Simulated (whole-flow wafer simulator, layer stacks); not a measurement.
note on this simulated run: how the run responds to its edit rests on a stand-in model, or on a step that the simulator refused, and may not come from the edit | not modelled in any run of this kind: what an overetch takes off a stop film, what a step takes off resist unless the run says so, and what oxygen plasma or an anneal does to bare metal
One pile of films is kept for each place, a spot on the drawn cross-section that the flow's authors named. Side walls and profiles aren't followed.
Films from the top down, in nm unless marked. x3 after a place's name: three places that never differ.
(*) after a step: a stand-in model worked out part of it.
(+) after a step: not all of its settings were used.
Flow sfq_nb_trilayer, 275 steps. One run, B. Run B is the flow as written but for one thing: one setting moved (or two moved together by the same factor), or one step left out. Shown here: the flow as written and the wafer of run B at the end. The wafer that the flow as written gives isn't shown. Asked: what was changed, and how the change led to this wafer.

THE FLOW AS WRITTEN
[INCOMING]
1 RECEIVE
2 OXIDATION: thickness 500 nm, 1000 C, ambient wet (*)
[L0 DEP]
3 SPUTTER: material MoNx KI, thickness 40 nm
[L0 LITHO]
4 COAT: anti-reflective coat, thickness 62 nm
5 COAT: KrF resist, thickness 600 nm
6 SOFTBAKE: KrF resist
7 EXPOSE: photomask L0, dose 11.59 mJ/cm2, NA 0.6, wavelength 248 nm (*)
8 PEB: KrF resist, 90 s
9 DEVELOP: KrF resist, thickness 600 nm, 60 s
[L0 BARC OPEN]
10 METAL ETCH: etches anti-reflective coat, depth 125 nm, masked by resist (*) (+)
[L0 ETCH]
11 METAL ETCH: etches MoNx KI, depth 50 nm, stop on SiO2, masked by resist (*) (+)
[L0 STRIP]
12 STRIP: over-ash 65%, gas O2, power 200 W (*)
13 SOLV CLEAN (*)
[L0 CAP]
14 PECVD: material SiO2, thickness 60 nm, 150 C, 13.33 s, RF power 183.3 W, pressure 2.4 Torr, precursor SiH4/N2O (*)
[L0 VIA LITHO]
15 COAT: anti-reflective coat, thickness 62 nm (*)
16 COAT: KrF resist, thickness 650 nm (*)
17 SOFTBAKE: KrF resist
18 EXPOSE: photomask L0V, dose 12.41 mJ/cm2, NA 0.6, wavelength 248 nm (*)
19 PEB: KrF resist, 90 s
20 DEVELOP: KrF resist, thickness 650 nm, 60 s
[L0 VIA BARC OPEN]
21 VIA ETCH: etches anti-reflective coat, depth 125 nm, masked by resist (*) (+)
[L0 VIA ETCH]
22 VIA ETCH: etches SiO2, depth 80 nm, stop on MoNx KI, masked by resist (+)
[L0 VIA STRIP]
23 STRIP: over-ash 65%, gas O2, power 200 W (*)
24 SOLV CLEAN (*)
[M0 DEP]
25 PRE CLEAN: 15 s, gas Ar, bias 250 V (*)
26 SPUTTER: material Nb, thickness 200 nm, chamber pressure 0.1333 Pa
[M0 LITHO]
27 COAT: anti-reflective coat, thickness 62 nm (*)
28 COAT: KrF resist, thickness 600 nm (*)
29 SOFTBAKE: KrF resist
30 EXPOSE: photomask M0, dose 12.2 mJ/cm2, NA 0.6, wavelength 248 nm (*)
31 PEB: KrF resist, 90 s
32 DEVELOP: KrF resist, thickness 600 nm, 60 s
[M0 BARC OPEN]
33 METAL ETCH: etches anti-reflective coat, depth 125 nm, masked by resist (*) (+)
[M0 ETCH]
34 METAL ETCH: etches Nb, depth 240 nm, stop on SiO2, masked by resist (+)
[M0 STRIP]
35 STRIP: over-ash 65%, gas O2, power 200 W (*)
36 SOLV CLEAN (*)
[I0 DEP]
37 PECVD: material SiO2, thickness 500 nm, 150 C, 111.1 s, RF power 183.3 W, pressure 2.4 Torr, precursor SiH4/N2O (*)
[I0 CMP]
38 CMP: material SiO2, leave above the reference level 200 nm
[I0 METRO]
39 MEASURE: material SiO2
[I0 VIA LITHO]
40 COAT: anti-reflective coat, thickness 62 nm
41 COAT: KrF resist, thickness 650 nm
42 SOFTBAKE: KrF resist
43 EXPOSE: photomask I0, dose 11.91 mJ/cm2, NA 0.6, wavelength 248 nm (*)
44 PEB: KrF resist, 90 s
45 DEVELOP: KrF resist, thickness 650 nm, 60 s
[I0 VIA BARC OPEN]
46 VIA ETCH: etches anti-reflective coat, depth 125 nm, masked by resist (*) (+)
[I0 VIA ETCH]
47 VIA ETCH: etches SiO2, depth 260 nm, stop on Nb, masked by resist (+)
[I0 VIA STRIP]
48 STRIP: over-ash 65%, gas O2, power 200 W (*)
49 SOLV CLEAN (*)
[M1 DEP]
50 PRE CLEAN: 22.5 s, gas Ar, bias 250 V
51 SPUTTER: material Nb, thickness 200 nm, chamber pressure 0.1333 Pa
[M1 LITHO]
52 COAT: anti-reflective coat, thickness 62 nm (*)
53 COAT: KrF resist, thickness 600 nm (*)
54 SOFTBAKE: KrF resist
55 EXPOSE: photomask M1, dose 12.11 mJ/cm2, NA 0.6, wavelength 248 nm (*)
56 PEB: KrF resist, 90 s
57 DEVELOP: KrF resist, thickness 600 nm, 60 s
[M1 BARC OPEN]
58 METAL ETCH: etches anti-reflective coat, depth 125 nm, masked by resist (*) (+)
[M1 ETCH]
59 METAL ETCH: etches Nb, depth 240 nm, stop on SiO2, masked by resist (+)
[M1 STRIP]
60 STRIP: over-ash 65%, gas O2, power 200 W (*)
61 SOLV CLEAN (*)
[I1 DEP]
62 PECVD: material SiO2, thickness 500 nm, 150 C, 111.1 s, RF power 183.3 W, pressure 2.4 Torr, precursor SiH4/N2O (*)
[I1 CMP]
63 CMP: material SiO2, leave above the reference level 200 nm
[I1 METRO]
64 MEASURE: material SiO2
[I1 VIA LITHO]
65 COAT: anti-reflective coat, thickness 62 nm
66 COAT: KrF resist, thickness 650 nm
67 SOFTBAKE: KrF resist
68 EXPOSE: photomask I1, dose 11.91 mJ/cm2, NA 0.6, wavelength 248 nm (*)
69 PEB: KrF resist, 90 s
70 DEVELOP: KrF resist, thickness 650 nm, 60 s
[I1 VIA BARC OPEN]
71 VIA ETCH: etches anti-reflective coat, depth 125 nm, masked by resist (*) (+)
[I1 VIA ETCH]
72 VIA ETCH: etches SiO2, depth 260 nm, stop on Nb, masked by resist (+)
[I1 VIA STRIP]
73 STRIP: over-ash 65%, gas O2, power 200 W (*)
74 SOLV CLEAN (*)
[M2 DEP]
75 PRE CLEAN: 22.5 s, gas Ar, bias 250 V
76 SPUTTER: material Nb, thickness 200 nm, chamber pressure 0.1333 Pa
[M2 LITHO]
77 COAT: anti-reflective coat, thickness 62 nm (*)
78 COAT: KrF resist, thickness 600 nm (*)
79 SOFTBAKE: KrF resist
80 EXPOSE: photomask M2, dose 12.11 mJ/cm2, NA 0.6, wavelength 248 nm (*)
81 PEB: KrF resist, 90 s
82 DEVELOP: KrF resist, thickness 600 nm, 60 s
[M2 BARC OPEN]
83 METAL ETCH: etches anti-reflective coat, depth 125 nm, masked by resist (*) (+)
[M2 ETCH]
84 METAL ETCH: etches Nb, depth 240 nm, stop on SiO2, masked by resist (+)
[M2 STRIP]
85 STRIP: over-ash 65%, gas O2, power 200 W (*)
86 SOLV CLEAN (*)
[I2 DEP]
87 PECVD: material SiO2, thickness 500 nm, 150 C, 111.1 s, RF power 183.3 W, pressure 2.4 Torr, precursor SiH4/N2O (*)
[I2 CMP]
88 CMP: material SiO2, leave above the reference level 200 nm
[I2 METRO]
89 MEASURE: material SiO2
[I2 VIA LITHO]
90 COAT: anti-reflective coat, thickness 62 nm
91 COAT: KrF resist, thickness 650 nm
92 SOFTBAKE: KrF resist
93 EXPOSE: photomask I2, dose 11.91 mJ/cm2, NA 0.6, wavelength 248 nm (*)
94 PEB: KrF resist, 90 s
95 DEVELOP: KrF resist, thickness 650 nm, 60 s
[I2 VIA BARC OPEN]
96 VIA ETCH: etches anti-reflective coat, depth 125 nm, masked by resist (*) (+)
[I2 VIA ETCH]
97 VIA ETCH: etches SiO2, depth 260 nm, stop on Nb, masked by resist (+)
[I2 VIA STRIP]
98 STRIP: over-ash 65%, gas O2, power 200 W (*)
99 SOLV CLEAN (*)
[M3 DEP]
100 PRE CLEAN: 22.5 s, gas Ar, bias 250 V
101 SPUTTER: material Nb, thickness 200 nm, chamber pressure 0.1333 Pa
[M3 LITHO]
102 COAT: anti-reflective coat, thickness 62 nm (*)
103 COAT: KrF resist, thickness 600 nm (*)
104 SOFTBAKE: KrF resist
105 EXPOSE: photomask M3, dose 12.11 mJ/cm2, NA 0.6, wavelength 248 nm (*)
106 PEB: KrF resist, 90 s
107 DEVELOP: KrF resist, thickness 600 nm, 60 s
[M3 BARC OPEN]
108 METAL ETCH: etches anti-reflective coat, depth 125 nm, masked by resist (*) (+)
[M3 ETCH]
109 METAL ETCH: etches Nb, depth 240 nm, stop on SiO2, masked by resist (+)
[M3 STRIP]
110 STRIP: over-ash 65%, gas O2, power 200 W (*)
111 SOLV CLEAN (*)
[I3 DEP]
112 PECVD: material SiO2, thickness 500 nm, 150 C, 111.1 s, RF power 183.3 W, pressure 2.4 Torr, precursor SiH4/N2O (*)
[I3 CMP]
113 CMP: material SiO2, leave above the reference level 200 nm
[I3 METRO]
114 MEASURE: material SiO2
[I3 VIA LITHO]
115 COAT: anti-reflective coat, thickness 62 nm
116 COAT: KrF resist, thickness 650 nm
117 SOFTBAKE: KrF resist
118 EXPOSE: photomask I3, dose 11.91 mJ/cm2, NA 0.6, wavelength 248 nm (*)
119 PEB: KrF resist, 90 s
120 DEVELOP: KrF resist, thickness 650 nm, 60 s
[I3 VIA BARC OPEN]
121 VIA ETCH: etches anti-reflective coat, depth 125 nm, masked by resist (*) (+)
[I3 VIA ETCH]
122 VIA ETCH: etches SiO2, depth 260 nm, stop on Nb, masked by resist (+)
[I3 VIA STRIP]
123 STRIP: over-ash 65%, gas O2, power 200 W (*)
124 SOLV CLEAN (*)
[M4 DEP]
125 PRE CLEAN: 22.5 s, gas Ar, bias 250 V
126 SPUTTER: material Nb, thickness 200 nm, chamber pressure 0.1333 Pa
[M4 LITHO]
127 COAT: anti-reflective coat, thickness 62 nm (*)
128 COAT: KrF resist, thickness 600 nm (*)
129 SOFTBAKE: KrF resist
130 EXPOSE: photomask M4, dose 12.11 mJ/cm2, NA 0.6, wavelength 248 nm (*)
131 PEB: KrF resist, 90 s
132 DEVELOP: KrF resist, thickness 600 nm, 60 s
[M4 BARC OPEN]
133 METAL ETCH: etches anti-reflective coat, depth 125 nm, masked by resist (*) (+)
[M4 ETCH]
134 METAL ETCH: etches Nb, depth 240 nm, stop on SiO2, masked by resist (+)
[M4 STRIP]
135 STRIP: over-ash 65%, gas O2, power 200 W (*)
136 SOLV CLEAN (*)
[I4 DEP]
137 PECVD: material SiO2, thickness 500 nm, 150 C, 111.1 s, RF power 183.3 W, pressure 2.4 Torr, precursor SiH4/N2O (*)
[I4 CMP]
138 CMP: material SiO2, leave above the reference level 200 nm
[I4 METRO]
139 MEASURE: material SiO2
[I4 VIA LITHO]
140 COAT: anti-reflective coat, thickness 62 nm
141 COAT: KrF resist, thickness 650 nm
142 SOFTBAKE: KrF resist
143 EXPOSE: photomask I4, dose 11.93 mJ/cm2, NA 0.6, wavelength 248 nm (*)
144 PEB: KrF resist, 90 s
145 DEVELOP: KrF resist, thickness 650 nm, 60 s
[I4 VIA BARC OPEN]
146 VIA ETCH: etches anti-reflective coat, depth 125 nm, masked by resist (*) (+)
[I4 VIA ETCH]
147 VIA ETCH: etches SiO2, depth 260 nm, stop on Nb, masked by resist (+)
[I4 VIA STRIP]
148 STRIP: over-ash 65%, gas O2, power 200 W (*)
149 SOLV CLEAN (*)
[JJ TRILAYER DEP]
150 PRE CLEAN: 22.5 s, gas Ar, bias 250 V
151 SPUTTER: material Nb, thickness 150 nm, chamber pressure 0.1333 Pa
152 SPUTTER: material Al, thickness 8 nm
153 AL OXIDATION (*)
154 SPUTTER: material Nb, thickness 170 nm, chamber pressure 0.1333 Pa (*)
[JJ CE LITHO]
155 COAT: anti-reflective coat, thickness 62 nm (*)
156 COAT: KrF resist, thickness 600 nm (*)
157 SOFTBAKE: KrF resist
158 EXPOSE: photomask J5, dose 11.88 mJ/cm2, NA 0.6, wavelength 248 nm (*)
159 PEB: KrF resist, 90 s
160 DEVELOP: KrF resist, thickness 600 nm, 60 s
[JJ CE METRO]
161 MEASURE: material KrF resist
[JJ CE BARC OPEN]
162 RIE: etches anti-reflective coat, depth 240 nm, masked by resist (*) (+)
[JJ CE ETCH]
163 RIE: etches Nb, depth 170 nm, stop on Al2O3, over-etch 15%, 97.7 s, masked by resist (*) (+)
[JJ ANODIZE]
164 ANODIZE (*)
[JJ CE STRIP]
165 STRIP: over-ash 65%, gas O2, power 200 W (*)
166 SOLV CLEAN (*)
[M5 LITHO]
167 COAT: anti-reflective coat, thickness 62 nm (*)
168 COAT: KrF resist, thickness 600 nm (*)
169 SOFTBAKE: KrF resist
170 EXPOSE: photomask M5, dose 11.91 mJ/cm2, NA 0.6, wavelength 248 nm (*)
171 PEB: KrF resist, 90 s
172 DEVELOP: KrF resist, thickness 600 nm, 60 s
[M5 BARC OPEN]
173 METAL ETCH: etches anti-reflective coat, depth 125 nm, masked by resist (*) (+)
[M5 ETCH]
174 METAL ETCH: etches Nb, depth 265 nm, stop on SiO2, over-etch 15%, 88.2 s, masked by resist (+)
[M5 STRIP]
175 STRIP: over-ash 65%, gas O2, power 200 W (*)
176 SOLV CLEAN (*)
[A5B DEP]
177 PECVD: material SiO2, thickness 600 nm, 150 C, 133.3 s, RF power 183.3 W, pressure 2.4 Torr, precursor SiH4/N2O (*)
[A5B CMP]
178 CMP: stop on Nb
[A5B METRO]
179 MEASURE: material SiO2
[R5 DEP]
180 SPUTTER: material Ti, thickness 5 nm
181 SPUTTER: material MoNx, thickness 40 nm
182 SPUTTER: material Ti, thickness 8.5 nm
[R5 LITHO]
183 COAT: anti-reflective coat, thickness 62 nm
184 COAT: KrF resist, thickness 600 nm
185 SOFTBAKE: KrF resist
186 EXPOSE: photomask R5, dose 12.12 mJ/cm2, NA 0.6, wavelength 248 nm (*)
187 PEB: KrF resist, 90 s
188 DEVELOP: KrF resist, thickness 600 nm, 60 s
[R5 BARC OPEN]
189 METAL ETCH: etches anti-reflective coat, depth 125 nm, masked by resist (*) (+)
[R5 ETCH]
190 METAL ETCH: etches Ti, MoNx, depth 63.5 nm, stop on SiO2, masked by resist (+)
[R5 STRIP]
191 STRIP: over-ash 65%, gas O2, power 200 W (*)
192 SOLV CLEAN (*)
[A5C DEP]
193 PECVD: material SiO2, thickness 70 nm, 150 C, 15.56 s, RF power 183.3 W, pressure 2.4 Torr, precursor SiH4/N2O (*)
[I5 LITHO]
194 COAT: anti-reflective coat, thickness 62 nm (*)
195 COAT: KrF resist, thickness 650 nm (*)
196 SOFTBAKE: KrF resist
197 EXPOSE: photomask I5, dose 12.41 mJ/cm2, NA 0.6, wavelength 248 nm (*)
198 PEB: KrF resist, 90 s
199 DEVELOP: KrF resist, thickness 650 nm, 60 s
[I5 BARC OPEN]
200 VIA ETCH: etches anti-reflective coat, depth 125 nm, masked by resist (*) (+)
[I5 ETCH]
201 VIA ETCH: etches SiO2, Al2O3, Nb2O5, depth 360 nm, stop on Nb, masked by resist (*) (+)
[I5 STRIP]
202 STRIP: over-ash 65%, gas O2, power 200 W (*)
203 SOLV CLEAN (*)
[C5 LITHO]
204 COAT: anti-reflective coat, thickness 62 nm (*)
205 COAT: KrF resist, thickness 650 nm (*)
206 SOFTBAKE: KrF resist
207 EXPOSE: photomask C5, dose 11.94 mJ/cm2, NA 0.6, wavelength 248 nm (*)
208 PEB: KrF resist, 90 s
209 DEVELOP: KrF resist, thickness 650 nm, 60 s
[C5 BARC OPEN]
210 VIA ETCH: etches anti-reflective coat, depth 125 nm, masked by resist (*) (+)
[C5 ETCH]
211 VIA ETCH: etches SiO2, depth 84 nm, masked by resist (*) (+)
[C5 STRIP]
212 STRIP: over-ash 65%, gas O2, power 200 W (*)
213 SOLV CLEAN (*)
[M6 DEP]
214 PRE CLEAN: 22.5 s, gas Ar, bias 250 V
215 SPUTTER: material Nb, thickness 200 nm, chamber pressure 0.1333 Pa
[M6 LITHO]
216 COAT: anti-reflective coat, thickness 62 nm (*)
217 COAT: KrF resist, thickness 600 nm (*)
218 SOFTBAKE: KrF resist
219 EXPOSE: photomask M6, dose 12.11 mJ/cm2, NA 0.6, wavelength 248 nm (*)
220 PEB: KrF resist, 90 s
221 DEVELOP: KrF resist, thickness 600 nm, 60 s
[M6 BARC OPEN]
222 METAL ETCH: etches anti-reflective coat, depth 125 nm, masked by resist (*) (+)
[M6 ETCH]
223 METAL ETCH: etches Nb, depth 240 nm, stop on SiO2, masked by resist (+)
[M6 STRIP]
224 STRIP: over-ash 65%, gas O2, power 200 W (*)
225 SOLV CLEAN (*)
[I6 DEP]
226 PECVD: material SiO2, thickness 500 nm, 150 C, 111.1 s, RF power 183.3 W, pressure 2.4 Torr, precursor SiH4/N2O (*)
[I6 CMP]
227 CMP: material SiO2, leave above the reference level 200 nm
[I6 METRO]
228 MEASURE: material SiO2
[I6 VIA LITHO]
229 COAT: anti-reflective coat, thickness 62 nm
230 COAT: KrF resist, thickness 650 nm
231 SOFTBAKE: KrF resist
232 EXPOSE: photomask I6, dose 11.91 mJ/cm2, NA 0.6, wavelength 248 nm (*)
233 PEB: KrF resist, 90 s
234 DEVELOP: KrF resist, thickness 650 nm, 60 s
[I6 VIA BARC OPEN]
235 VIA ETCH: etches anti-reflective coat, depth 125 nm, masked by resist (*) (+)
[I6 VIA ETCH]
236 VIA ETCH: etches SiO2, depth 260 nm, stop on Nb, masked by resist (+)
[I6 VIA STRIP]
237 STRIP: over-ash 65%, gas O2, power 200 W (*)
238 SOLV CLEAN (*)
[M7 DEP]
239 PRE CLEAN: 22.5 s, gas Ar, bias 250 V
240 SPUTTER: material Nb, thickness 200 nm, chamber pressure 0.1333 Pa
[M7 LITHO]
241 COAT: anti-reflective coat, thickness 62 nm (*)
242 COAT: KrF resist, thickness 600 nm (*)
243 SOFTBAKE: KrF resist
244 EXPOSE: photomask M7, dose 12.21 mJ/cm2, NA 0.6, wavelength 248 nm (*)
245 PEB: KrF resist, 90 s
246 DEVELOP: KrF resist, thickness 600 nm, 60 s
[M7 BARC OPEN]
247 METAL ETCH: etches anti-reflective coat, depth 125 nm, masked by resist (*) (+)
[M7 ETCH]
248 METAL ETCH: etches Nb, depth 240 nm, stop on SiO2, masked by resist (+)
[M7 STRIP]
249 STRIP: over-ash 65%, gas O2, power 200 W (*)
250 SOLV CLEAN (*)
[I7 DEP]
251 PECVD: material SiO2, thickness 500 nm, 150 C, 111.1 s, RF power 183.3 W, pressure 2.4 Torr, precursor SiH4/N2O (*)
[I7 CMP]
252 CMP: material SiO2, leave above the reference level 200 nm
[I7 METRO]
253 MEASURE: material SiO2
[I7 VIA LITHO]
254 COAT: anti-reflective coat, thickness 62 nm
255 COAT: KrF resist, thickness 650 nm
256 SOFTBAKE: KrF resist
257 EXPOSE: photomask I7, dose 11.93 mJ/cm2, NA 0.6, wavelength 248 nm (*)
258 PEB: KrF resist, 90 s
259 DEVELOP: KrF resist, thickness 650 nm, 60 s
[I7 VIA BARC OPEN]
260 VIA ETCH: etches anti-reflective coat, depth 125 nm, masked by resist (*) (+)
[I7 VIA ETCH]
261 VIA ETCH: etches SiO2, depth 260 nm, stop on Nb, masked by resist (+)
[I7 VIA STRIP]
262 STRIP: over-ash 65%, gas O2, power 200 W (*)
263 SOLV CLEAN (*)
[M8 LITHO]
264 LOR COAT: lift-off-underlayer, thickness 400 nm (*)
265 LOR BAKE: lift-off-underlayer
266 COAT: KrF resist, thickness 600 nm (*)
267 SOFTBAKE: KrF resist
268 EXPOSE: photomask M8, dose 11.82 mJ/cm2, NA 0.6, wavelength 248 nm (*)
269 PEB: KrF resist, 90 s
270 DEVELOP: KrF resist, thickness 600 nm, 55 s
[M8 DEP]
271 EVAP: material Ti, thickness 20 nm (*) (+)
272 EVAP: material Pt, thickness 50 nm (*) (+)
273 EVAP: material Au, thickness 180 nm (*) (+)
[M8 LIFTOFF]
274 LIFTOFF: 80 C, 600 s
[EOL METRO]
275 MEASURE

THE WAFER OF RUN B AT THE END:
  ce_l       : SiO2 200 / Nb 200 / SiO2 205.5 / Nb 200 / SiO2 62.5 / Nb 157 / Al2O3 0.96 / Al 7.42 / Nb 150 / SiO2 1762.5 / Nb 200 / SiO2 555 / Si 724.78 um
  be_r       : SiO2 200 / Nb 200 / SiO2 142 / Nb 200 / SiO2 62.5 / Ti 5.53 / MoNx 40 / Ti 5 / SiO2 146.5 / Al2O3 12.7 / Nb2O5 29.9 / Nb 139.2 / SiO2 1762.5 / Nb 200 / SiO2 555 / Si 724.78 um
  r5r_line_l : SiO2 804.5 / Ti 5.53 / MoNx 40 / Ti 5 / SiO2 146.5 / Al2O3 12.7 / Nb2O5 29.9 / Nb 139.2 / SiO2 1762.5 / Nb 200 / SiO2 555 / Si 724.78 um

The cause: step 182, SPUTTER: thickness 5.53 nm was run, where the flow has thickness 8.5 nm.
It can be read off the wafer: be_r has Ti 5.53, and step 182 as written asks for 8.5 nm.

How the change led to this, step by step:
  182 SPUTTER: material Ti, thickness 8.5 nm
      field_l, v_sur, via_wl and 103 more: Ti +5.53 (new film) (as written it would be: Ti +8.5 (new film))
  190 METAL ETCH: etches Ti, MoNx, depth 63.5 nm, stop on SiO2, masked by resist (+)
      field_l, v_sur, via_wl and 92 more: Ti -5.53 (all of it), MoNx -40 (all of it), Ti -5 (all of it) (as written it would be: Ti -8.5 (all of it), MoNx -40 (all of it), Ti -5 (all of it))
      ce_l, c5j, ce_r, wl_jj: Ti -5.53 (all of it), MoNx -40 (all of it), Ti -5 (all of it), Nb -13 (as written it would be: Ti -8.5 (all of it), MoNx -40 (all of it), Ti -5 (all of it), Nb -10)
  216 COAT: anti-reflective coat, thickness 62 nm (*)
      sp_r: anti-reflective coat +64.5 (new film) (as written it would be: anti-reflective coat +65.9 (new film))
  224 STRIP: over-ash 65%, gas O2, power 200 W (*)
      sp_r: KrF resist -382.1 (all of it), anti-reflective coat -64.5 (all of it) (as written it would be: KrF resist -382 (all of it), anti-reflective coat -65.9 (all of it))
